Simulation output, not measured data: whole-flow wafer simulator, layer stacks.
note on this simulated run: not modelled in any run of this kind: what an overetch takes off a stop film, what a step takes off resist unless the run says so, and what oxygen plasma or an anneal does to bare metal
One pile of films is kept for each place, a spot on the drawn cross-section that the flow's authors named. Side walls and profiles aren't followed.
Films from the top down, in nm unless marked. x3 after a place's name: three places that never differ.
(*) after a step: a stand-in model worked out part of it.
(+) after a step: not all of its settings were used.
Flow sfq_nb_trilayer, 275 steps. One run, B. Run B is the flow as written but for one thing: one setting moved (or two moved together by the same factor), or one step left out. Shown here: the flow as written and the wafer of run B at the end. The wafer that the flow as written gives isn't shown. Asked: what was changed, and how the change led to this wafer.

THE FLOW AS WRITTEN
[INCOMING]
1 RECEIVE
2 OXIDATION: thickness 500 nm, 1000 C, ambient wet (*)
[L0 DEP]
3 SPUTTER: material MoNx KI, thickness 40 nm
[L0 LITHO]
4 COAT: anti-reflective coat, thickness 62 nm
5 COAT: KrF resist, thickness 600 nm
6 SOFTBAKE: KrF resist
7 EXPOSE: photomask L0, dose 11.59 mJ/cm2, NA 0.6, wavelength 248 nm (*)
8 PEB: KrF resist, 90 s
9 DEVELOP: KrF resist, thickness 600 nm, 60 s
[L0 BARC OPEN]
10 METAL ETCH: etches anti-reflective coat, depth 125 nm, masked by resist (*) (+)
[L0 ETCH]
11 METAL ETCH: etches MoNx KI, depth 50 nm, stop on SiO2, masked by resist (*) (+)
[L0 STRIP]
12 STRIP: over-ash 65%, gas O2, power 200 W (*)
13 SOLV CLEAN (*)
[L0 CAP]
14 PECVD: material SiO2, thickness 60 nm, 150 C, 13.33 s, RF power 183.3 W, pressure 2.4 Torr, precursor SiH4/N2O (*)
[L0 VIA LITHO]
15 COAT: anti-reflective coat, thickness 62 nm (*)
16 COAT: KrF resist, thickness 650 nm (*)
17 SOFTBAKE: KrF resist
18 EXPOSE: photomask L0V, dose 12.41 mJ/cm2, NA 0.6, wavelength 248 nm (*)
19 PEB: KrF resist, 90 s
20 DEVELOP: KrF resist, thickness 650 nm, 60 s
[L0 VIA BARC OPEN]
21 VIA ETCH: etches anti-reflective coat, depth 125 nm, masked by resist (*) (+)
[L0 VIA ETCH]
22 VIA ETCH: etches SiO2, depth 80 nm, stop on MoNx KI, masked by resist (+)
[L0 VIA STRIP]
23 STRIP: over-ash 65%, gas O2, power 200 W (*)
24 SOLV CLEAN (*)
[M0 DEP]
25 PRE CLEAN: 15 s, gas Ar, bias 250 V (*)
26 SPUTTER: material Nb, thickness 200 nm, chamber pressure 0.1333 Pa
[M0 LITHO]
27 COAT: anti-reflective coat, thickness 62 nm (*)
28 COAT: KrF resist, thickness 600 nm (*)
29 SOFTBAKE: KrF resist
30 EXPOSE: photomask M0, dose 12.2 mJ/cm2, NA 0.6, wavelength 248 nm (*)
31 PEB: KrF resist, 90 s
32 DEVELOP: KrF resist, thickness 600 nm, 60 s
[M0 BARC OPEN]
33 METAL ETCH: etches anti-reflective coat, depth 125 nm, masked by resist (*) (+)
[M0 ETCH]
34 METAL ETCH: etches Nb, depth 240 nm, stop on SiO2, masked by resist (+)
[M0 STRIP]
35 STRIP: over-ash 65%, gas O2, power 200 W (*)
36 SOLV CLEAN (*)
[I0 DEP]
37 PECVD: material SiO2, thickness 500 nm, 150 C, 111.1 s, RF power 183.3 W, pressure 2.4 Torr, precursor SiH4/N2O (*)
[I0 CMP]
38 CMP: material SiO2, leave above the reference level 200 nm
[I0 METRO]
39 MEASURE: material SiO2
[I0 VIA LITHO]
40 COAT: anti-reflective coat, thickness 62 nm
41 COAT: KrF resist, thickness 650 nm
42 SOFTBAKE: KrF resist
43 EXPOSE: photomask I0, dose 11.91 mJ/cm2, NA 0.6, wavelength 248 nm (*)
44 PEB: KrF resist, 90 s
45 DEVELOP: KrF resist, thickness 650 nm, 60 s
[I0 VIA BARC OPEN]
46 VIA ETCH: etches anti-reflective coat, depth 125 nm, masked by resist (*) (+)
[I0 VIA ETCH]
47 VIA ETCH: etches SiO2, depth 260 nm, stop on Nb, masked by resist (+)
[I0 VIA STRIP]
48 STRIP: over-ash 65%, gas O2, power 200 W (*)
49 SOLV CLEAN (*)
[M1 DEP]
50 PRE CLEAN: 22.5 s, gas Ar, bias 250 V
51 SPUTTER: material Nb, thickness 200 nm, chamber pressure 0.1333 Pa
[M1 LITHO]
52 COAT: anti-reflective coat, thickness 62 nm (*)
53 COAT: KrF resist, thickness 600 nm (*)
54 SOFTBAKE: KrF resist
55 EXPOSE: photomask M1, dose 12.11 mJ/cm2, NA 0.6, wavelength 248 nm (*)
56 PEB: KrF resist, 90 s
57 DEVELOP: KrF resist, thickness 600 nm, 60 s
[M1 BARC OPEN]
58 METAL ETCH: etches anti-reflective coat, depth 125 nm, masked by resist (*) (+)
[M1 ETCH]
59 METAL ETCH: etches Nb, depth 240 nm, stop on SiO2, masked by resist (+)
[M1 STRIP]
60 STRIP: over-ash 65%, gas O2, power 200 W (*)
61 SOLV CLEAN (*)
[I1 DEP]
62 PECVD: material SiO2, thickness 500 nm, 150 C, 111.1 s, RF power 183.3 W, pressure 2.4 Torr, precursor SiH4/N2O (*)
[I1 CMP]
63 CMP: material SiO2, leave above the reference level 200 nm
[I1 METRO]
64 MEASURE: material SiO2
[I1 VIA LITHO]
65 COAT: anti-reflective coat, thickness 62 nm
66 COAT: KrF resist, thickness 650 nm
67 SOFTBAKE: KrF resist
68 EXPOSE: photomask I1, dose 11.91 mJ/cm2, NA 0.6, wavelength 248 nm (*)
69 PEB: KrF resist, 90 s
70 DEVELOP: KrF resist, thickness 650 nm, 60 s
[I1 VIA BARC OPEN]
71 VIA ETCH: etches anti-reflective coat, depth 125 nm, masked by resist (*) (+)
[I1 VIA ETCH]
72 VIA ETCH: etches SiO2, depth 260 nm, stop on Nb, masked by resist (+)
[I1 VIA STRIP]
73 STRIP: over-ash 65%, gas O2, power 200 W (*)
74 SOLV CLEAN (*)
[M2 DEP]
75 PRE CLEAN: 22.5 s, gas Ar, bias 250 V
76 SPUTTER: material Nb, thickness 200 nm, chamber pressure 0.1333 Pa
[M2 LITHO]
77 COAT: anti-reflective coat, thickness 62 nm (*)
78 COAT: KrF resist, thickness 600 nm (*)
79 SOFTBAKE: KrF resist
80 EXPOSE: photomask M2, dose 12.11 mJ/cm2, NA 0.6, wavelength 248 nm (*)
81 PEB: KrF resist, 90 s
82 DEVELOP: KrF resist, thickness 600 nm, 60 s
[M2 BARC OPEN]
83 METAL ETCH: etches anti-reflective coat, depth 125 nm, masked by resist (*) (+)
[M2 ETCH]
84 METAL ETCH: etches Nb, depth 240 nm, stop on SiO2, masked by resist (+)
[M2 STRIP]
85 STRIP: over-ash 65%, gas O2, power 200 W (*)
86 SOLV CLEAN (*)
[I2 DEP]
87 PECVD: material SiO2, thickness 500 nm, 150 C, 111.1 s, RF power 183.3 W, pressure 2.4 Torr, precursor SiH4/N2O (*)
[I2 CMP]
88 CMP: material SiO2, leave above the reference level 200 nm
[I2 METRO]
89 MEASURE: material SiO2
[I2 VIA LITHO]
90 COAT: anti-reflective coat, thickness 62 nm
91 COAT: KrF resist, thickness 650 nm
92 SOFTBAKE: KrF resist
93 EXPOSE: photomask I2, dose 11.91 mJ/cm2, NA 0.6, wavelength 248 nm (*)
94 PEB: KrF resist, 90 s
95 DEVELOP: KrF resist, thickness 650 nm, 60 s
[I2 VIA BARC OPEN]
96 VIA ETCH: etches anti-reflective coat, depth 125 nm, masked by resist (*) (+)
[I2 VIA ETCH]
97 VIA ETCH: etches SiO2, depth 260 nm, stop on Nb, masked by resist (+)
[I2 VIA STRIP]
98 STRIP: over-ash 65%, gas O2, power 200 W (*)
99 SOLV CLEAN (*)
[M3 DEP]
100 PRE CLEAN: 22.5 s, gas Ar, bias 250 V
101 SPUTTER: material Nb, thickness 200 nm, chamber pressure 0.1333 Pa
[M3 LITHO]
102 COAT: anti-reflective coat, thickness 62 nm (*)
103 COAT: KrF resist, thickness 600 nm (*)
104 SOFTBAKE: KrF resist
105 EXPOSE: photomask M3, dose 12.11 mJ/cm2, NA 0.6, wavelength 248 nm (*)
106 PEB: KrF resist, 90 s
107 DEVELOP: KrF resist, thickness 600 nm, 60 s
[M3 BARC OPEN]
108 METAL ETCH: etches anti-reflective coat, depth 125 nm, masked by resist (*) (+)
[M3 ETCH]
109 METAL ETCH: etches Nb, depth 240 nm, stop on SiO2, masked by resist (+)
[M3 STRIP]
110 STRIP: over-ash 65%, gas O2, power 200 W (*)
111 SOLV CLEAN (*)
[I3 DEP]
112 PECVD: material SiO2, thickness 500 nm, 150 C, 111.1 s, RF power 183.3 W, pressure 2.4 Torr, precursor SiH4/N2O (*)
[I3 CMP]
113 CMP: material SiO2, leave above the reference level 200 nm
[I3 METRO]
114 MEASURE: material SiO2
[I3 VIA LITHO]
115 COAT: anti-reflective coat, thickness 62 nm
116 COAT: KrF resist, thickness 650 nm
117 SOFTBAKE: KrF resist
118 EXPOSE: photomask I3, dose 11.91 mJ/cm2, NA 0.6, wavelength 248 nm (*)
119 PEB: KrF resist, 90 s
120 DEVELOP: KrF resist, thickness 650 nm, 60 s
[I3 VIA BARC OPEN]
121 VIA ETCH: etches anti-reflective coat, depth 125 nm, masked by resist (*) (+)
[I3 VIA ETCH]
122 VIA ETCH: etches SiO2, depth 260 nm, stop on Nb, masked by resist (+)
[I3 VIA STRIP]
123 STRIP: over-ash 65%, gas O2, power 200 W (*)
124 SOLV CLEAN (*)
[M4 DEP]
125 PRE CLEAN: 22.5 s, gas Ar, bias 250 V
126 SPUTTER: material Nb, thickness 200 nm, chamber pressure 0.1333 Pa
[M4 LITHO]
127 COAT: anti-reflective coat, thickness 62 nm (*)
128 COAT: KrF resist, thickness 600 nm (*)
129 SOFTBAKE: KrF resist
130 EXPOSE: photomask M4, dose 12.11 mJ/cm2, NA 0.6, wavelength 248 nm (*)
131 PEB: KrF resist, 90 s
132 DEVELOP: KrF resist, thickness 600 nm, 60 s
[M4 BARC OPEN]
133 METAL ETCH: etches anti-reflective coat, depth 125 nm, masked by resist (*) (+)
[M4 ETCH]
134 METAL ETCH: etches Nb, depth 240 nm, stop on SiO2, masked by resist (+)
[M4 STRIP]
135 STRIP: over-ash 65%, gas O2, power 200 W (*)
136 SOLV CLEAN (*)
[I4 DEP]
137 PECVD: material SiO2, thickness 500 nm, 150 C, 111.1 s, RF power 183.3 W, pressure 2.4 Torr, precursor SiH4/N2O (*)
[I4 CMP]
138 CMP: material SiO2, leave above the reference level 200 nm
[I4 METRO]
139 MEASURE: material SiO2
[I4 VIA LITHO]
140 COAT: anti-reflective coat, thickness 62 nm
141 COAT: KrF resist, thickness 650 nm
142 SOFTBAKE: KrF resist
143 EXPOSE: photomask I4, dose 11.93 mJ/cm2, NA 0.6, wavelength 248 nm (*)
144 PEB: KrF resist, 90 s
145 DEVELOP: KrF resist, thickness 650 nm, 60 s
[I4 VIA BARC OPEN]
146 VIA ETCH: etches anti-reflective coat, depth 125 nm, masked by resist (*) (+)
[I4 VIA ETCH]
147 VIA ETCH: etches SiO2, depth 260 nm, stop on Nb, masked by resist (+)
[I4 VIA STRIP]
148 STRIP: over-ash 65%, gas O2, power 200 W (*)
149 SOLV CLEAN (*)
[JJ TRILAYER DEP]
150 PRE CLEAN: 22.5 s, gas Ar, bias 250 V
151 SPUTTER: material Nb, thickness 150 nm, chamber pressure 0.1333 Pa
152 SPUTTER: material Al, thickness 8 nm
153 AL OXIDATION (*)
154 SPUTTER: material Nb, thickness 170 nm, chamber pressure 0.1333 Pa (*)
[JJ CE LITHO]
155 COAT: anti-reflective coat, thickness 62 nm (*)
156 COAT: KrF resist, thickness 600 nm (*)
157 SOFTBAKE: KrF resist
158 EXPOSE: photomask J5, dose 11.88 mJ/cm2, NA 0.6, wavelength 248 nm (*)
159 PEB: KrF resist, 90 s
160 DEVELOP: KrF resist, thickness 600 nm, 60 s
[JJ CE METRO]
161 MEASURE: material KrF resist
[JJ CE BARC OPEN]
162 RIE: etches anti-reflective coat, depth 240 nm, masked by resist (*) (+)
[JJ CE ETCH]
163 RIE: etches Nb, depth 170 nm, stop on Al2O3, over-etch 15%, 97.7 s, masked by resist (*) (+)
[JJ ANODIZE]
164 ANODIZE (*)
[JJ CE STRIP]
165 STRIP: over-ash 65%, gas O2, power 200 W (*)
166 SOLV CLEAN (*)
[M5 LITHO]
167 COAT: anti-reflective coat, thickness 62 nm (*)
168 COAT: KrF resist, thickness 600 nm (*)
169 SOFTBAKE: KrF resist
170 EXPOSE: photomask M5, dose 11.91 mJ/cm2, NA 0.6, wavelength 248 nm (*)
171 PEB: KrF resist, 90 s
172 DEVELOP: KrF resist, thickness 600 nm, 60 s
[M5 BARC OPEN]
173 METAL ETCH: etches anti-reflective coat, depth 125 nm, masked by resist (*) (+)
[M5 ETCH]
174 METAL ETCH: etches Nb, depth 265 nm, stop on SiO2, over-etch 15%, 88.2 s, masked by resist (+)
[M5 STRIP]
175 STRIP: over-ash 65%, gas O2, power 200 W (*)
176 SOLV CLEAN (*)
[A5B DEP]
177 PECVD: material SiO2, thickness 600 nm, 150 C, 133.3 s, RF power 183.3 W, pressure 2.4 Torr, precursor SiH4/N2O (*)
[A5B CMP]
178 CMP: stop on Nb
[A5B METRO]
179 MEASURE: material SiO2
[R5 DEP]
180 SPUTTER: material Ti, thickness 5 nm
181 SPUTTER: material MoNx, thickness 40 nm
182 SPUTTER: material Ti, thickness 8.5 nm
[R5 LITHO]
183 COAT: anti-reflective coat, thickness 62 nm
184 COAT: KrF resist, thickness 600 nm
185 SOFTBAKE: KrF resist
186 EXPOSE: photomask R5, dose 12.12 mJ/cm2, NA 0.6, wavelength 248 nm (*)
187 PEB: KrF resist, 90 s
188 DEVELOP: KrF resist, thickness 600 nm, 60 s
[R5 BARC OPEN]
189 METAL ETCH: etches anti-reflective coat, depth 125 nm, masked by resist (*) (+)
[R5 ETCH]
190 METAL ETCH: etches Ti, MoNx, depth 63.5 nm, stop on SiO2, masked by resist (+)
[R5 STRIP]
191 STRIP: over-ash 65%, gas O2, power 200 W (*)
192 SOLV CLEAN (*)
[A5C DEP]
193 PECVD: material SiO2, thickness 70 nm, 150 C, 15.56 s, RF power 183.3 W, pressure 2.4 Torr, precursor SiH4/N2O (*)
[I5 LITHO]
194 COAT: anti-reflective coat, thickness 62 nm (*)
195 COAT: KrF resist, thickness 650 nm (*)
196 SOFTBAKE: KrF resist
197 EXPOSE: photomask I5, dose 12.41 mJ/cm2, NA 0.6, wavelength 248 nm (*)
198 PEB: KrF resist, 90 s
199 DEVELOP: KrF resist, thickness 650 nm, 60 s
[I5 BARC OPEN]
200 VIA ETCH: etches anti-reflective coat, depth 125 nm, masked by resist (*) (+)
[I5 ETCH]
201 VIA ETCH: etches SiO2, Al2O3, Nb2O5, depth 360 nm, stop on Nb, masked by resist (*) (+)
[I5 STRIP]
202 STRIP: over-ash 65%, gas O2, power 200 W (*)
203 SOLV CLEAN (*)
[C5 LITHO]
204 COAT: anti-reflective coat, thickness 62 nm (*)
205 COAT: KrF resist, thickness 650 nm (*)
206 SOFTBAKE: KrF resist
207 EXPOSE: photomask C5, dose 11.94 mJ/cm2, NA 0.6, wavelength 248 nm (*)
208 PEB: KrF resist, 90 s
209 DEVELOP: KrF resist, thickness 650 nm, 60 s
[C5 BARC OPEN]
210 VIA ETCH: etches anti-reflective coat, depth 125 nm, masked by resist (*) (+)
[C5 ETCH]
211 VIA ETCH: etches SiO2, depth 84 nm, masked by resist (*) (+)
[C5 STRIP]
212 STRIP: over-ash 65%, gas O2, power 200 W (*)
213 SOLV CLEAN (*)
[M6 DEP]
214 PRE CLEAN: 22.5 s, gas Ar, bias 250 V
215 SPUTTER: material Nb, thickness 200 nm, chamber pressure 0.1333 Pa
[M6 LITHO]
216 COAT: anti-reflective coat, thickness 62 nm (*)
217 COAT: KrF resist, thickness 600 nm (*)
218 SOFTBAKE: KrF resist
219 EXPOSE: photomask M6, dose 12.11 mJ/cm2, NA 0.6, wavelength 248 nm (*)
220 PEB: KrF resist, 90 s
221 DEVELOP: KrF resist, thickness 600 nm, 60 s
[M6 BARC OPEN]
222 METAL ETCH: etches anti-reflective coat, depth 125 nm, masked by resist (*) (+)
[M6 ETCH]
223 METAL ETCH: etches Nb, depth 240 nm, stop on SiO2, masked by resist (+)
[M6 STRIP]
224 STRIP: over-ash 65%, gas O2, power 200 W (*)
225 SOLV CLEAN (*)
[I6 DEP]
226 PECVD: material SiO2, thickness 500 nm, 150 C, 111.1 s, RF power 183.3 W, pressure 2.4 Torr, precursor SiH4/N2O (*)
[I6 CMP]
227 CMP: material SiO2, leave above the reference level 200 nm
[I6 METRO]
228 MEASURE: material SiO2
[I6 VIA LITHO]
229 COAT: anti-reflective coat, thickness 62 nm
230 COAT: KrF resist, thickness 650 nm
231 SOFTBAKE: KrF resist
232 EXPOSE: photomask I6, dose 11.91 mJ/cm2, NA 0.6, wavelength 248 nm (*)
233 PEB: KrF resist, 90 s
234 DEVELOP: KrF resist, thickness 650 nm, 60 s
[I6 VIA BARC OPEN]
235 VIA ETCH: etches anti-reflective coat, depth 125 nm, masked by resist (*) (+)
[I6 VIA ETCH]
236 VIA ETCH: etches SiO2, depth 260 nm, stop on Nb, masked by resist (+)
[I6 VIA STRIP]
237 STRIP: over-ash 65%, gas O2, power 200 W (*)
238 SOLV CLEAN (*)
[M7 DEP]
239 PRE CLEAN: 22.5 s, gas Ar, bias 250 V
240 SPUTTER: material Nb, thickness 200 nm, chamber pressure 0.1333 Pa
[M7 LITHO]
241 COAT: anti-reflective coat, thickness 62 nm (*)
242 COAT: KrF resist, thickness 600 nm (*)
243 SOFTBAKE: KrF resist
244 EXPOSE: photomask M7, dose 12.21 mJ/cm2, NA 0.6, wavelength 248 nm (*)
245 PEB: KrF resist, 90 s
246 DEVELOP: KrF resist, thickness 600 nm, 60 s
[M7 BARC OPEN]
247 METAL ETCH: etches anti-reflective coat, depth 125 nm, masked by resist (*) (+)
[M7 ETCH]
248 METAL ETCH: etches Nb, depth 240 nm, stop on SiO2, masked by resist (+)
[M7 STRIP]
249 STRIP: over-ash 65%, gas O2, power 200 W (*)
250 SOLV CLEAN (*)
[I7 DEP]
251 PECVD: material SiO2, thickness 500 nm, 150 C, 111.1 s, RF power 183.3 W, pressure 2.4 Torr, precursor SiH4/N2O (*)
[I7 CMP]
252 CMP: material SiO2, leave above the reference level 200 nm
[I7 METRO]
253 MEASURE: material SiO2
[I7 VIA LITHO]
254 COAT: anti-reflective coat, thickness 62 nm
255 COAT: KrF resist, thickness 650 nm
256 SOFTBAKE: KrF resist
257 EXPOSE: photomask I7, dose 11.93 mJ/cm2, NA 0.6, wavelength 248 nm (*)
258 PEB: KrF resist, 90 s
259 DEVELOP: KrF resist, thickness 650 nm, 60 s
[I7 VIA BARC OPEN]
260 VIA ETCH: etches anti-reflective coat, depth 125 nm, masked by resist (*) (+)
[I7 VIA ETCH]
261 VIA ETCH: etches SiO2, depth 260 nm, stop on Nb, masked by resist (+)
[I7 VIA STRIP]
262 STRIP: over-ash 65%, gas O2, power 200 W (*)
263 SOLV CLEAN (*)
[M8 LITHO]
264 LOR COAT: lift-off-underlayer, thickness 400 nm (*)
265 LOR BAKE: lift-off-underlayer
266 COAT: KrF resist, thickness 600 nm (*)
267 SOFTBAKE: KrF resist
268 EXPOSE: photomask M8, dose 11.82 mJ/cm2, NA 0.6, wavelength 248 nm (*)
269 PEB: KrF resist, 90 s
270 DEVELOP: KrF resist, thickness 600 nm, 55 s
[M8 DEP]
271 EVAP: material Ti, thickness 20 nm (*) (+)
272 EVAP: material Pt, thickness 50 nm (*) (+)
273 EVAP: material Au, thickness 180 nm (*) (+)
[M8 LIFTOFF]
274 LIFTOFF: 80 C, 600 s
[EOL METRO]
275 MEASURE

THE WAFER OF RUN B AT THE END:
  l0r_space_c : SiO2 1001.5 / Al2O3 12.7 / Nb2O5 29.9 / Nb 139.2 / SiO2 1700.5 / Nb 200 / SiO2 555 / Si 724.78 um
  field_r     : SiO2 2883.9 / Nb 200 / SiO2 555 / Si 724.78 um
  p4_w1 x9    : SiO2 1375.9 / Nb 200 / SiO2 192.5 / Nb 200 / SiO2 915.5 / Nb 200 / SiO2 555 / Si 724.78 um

The cause: step 63, CMP: leave above the reference level 138 nm was run, where the flow has leave above the reference level 200 nm.

How the change led to this, step by step:
  63 CMP: material SiO2, leave above the reference level 200 nm
      field_l, be, be_sur and 72 more: SiO2 -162 (as written it would be: SiO2 -100)
      v_sur, via_wl, via_wr and 20 more: SiO2 -362 (as written it would be: SiO2 -300)
      (and at 8 more places)
  72 VIA ETCH: etches SiO2, depth 260 nm, stop on Nb, masked by resist (+)
      field_l, v_sur, via_wl and 102 more: KrF resist -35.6 (as written it would be: KrF resist -44.8)
      via_v: SiO2 -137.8 (all of it) (as written it would be: SiO2 -199.8 (all of it))
  76 SPUTTER: material Nb, thickness 200 nm, chamber pressure 0.1333 Pa
      via_v: Nb +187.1 (as written it would be: Nb +174.5)
  77 COAT: anti-reflective coat, thickness 62 nm (*)
      via_sp: anti-reflective coat +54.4 (new film) (as written it would be: anti-reflective coat +53.2 (new film))
      via_v: anti-reflective coat +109 (new film) (as written it would be: anti-reflective coat +123.1 (new film))
      (and at 1 more place)
  78 COAT: KrF resist, thickness 600 nm (*)
      via_v: KrF resist +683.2 (new film) (as written it would be: KrF resist +733.7 (new film))
  85 STRIP: over-ash 65%, gas O2, power 200 W (*)
      via_sp: KrF resist -378.5 (all of it), anti-reflective coat -54.4 (all of it) (as written it would be: KrF resist -374.4 (all of it), anti-reflective coat -53.2 (all of it))
      via_v: KrF resist -465.4 (all of it), anti-reflective coat -109 (all of it) (as written it would be: KrF resist -515.8 (all of it), anti-reflective coat -123.1 (all of it))
      (and at 1 more place)
  87 PECVD: material SiO2, thickness 500 nm, 150 C, 111.1 s, RF power 183.3 W, pressure 2.4 Torr, precursor SiH4/N2O (*)
      via_v: SiO2 +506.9 (new film) (as written it would be: SiO2 +606 (new film))
  88 CMP: material SiO2, leave above the reference level 200 nm
      via_v: SiO2 -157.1 (as written it would be: SiO2 -181.6)
